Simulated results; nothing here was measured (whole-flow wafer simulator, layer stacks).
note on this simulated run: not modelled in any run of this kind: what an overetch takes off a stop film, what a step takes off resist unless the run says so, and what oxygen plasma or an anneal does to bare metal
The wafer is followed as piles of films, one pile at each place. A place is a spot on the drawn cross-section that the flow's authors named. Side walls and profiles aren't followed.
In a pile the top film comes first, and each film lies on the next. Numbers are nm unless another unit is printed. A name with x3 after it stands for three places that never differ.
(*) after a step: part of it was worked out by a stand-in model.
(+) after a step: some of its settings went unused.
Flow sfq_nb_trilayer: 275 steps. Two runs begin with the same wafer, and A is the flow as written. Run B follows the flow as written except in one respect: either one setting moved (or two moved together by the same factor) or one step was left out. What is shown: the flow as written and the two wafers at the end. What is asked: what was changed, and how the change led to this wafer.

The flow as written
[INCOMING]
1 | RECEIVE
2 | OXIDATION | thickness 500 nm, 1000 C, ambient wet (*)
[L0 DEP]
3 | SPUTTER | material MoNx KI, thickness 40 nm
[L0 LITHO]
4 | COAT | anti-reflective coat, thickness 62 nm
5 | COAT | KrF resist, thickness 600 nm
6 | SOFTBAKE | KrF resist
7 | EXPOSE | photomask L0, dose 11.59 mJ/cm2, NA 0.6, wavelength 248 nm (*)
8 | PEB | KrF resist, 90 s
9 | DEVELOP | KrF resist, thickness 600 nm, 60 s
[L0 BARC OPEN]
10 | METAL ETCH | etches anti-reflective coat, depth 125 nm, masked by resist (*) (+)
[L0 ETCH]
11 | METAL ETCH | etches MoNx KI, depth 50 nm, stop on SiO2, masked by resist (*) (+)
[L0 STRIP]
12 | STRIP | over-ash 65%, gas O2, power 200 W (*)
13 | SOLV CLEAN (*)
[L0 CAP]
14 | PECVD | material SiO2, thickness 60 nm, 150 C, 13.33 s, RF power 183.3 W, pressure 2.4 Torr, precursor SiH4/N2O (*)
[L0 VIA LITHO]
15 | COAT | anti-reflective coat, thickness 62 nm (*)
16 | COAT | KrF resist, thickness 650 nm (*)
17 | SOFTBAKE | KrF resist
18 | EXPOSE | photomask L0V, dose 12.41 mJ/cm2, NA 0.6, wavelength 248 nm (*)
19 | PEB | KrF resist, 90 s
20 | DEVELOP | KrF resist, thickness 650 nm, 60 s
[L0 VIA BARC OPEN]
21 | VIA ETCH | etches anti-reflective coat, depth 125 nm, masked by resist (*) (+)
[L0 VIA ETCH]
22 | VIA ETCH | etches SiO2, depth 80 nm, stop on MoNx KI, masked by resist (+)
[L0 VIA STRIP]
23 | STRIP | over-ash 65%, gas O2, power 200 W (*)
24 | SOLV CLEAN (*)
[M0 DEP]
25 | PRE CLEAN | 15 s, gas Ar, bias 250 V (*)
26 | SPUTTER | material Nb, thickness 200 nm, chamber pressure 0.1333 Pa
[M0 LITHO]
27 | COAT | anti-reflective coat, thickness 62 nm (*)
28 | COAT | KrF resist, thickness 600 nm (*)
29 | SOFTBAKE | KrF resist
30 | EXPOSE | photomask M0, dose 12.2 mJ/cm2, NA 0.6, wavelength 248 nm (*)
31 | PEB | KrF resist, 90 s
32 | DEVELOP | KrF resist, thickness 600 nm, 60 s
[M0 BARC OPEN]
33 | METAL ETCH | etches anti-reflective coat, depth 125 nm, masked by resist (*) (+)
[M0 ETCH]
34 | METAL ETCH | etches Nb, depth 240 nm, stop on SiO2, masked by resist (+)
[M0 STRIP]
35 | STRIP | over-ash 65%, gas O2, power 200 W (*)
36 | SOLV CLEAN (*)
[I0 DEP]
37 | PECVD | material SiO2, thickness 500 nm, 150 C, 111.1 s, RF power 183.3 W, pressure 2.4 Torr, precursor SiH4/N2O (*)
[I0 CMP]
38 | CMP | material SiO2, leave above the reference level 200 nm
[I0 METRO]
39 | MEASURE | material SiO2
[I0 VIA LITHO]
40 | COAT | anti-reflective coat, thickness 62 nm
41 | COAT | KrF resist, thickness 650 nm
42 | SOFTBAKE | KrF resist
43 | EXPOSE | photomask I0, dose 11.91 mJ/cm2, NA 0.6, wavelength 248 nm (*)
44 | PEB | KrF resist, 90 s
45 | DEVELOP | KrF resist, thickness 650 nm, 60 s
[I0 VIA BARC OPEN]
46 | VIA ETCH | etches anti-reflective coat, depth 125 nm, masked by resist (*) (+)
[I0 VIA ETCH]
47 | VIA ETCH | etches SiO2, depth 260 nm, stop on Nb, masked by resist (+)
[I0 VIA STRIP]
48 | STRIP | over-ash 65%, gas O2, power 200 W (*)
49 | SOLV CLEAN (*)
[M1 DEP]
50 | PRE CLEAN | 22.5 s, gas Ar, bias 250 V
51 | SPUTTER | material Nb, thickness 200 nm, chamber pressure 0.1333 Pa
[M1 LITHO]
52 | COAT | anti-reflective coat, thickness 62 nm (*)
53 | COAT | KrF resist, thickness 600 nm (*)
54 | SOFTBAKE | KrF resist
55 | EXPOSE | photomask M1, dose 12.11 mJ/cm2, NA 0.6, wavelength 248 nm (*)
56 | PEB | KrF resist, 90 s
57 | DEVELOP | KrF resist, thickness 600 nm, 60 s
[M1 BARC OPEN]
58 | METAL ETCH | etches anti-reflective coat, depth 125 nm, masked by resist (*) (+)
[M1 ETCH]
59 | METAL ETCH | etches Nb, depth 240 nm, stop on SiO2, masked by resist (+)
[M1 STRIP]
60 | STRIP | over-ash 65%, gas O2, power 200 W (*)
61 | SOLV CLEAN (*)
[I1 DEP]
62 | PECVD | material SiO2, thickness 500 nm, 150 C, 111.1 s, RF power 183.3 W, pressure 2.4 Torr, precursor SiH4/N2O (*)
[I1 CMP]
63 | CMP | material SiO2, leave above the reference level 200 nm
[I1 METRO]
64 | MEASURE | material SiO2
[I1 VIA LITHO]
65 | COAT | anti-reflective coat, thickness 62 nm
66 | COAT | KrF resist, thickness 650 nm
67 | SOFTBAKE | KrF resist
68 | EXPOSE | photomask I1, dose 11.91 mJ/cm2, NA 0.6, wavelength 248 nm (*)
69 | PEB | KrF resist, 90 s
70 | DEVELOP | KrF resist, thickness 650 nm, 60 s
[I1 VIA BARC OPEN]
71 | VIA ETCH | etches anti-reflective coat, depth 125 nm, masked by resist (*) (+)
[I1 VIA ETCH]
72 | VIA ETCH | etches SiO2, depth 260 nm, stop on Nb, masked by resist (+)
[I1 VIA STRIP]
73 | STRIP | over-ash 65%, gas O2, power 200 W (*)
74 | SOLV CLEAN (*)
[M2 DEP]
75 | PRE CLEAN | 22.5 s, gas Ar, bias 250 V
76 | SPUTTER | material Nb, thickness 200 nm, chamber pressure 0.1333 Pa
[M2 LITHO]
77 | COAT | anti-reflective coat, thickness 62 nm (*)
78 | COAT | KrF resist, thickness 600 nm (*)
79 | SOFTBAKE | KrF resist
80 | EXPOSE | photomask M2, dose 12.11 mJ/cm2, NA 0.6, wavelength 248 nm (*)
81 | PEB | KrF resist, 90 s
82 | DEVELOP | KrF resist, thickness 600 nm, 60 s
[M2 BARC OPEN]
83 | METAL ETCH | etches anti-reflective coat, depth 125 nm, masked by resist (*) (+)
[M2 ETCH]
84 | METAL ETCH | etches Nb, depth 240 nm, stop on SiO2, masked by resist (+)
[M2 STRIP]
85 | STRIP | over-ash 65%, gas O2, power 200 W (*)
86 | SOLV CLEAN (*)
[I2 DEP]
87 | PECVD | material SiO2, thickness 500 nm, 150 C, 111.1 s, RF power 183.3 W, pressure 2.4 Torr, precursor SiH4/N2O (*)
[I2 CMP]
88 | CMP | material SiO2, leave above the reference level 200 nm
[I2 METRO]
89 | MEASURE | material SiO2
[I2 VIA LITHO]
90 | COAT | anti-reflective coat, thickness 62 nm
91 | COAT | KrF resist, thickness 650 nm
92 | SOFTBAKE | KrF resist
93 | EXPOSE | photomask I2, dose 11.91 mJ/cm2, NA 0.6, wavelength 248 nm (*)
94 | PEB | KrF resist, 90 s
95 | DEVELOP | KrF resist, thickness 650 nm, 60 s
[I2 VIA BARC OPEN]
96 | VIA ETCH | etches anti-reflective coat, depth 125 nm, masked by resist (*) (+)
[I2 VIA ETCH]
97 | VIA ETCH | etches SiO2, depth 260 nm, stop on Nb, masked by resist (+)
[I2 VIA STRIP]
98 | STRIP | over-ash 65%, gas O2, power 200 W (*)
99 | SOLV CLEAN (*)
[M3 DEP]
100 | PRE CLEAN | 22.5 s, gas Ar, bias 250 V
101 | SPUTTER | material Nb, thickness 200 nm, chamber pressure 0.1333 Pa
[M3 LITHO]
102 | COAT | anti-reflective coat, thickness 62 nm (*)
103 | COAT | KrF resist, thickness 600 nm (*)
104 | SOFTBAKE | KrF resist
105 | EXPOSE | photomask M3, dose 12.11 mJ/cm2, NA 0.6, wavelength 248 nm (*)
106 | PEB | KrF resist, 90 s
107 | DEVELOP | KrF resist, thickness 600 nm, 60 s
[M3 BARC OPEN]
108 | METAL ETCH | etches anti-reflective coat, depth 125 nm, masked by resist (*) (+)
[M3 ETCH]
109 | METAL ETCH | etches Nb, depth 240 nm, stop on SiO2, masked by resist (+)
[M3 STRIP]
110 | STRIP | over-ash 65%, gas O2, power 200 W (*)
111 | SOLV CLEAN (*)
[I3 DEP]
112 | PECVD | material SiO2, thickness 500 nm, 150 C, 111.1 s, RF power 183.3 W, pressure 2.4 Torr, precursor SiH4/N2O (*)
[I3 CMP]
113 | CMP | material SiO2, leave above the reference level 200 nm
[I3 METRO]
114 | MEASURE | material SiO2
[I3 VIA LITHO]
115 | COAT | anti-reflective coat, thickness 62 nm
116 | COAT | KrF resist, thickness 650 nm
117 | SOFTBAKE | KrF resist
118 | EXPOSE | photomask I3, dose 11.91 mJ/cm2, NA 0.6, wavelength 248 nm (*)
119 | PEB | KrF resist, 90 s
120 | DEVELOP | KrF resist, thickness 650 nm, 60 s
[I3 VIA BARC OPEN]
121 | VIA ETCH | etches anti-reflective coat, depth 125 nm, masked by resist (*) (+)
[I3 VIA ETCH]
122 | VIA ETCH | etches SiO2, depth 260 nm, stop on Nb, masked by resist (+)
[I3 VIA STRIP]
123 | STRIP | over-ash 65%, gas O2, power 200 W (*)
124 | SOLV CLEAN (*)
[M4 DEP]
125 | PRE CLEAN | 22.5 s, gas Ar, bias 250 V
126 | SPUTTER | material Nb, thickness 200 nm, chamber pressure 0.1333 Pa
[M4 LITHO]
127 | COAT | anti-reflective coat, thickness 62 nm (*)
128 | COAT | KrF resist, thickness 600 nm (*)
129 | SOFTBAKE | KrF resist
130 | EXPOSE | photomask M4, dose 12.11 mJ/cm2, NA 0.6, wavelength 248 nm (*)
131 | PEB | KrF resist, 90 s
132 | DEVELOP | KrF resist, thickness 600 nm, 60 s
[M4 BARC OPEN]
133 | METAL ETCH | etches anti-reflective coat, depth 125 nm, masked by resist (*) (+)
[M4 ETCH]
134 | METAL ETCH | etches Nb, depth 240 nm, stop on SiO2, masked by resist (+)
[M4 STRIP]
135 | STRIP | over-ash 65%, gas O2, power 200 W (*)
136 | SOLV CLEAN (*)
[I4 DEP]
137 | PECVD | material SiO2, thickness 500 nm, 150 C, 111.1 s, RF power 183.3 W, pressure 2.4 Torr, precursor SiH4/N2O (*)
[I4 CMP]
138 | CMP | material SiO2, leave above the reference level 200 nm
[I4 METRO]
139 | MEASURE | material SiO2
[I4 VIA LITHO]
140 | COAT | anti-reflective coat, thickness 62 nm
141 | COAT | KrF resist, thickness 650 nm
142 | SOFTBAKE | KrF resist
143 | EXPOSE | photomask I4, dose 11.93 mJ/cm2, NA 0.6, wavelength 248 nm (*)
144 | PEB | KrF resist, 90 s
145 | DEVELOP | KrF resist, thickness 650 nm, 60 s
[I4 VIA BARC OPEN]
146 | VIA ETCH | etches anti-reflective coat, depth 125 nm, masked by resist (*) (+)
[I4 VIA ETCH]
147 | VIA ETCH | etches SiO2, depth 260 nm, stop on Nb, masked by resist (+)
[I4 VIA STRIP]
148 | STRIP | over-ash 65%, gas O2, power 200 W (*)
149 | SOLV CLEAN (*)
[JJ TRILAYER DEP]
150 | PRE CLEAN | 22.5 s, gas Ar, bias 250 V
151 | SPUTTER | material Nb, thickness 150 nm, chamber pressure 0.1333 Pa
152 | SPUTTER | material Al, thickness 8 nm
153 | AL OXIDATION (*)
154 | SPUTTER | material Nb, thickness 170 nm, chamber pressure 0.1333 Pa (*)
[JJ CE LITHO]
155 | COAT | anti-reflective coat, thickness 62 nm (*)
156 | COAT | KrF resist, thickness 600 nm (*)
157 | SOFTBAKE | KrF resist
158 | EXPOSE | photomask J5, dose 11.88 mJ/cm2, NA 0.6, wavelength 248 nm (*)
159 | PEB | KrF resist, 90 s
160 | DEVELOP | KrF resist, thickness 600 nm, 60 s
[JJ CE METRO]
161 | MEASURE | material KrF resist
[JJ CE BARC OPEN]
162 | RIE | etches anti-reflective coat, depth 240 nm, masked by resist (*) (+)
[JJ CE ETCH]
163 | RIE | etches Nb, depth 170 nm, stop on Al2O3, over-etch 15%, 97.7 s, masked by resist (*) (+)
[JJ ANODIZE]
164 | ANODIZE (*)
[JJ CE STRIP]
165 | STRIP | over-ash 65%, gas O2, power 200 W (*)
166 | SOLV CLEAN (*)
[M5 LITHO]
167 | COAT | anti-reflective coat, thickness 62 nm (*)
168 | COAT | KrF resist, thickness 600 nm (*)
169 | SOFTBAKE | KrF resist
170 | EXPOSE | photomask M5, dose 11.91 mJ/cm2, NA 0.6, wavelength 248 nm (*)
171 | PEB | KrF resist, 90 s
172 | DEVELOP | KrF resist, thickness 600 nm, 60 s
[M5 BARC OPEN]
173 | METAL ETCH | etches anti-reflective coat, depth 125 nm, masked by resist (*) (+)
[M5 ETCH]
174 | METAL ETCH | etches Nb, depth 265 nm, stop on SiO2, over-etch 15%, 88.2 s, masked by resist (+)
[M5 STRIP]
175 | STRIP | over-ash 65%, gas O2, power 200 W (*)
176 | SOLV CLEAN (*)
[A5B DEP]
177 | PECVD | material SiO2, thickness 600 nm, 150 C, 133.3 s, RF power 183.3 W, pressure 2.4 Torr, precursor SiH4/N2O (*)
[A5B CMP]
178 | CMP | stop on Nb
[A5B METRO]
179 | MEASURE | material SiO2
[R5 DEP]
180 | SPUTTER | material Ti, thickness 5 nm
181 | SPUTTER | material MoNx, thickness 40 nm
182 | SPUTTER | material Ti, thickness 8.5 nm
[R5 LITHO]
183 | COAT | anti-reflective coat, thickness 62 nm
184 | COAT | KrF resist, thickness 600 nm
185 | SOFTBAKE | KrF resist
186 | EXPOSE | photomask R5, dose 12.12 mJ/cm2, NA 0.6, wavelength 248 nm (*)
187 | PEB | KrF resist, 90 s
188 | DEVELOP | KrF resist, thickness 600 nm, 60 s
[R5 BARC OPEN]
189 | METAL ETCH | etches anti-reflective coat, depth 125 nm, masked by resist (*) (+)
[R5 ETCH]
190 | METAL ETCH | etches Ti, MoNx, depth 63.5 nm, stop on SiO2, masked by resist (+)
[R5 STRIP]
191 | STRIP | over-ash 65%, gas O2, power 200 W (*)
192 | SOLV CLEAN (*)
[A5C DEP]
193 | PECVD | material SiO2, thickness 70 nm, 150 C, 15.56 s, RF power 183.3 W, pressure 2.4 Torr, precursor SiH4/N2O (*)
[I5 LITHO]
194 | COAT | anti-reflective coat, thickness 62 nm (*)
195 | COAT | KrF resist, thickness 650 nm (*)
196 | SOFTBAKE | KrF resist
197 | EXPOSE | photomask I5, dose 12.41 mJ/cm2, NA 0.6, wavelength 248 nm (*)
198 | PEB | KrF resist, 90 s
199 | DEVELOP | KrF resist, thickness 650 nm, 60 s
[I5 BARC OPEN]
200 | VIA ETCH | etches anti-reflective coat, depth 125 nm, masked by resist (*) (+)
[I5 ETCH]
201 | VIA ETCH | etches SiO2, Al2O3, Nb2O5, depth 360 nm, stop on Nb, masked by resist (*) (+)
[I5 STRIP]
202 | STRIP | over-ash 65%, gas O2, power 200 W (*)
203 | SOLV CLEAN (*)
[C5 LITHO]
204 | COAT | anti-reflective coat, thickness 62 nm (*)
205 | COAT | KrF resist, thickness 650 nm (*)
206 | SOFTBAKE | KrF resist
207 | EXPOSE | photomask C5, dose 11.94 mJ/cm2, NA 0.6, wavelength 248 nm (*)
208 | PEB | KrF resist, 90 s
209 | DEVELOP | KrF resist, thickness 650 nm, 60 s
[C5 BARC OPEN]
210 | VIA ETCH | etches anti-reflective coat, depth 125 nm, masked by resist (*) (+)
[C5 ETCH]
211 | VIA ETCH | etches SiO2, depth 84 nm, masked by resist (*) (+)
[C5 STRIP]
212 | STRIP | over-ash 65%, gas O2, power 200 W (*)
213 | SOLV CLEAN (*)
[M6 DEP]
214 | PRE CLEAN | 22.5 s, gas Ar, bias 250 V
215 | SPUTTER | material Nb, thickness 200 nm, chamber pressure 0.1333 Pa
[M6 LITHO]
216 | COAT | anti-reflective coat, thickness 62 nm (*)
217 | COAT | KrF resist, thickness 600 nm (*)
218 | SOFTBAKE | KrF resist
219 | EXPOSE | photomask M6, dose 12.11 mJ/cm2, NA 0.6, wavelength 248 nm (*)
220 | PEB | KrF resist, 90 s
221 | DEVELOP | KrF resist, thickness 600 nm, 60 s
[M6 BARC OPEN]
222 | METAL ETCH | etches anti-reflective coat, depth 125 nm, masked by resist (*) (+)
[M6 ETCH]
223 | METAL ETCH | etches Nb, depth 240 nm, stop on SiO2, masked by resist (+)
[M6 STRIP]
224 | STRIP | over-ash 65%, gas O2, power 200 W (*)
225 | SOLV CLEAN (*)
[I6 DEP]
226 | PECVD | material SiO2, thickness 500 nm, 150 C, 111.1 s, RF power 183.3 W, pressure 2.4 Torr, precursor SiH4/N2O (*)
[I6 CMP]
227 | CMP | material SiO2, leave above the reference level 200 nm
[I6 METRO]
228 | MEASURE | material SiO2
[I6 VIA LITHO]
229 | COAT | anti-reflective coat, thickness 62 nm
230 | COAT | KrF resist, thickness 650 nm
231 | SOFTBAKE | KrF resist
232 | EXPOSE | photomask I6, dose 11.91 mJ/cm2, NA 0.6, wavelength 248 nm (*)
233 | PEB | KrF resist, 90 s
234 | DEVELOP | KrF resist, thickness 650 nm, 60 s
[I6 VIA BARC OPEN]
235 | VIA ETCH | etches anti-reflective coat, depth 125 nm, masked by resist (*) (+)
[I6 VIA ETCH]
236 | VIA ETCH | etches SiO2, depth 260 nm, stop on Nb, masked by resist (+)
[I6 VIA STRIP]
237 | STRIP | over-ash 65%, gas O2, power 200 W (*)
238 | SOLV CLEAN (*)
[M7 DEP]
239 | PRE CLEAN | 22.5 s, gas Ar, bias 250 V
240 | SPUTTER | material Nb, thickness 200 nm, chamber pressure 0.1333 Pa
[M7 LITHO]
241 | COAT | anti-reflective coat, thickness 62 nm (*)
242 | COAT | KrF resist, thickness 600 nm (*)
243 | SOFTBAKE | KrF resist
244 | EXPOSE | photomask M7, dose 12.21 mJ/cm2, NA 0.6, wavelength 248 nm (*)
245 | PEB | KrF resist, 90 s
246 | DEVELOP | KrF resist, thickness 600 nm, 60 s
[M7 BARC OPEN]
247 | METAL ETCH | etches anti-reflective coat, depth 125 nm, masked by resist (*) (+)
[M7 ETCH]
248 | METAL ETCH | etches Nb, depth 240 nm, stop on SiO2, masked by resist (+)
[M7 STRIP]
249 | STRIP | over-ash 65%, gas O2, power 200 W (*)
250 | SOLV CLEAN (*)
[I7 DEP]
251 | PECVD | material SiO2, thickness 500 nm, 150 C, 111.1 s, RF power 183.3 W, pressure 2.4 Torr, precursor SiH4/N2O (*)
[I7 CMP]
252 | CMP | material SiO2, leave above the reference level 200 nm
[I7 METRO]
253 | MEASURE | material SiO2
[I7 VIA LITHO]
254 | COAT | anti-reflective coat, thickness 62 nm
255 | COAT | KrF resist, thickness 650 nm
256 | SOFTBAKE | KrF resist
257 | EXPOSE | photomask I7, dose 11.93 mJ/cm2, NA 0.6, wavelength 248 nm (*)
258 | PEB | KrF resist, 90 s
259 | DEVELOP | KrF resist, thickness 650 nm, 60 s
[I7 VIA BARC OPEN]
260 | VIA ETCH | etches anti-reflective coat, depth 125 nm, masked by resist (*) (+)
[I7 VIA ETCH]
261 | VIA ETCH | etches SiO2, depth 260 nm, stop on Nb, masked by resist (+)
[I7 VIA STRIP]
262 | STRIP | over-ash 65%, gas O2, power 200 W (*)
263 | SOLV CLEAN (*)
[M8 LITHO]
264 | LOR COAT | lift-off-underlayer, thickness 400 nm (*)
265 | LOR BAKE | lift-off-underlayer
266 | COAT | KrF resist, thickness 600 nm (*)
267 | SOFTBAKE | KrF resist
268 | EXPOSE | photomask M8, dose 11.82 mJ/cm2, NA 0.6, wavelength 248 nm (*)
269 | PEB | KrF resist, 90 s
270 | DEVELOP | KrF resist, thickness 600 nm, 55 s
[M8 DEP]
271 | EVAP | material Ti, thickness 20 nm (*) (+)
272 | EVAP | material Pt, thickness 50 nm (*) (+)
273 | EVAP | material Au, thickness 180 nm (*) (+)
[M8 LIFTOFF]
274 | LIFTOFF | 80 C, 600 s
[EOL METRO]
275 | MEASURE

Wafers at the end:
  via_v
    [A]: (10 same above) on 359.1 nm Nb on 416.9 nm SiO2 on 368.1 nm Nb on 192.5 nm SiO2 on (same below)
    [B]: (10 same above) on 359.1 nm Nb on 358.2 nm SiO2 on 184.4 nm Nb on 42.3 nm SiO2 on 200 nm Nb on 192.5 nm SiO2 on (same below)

What caused this: step 72, VIA ETCH: depth 150 nm was run, whereas the flow has depth 260 nm.

Step by step, how the change led to this:
  72 | VIA ETCH | etches SiO2, depth 260 nm, stop on Nb, masked by resist (+)
      via_v: A -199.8 SiO2 (all of it) | B -150 SiO2
      field_l, v_sur, via_wl and 102 more: A -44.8 KrF resist | B -25.9 KrF resist
  73 | STRIP | over-ash 65%, gas O2, power 200 W (*)
      field_l, v_sur, via_wl and 102 more: A -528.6 KrF resist (all of it), -62 anti-reflective coat (all of it) | B -547.6 KrF resist (all of it), -62 anti-reflective coat (all of it)
  75 | PRE CLEAN | 22.5 s, gas Ar, bias 250 V
      via_v: A -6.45 Nb | B -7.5 SiO2
  76 | SPUTTER | material Nb, thickness 200 nm, chamber pressure 0.1333 Pa
      via_v: A +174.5 Nb | B +184.4 Nb (new film)
  77 | COAT | anti-reflective coat, thickness 62 nm (*)
      via_v: A +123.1 anti-reflective coat (new film) | B +111.5 anti-reflective coat (new film)
  78 | COAT | KrF resist, thickness 600 nm (*)
      via_v: A +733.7 KrF resist (new film) | B +694.3 KrF resist (new film)
  85 | STRIP | over-ash 65%, gas O2, power 200 W (*)
      via_v: A -515.8 KrF resist (all of it), -123.1 anti-reflective coat (all of it) | B -476.4 KrF resist (all of it), -111.5 anti-reflective coat (all of it)
  87 | PECVD | material SiO2, thickness 500 nm, 150 C, 111.1 s, RF power 183.3 W, pressure 2.4 Torr, precursor SiH4/N2O (*)
      via_v: A +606 SiO2 (new film) | B +522.8 SiO2 (new film)
  88 | CMP | material SiO2, leave above the reference level 200 nm
      via_v: A -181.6 SiO2 | B -157.1 SiO2
With metal films that touch counted as one body, via_v has 7 bodies (between them, from the top down: SiO2 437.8; SiO2 209 / Al2O3 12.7 / Nb2O5 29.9; SiO2 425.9; SiO2 358.2; SiO2 42.3; SiO2 192.5); the flow as written gives 6 bodies (between them, from the top down: SiO2 437.8; SiO2 209 / Al2O3 12.7 / Nb2O5 29.9; SiO2 425.9; SiO2 416.9; SiO2 192.5).
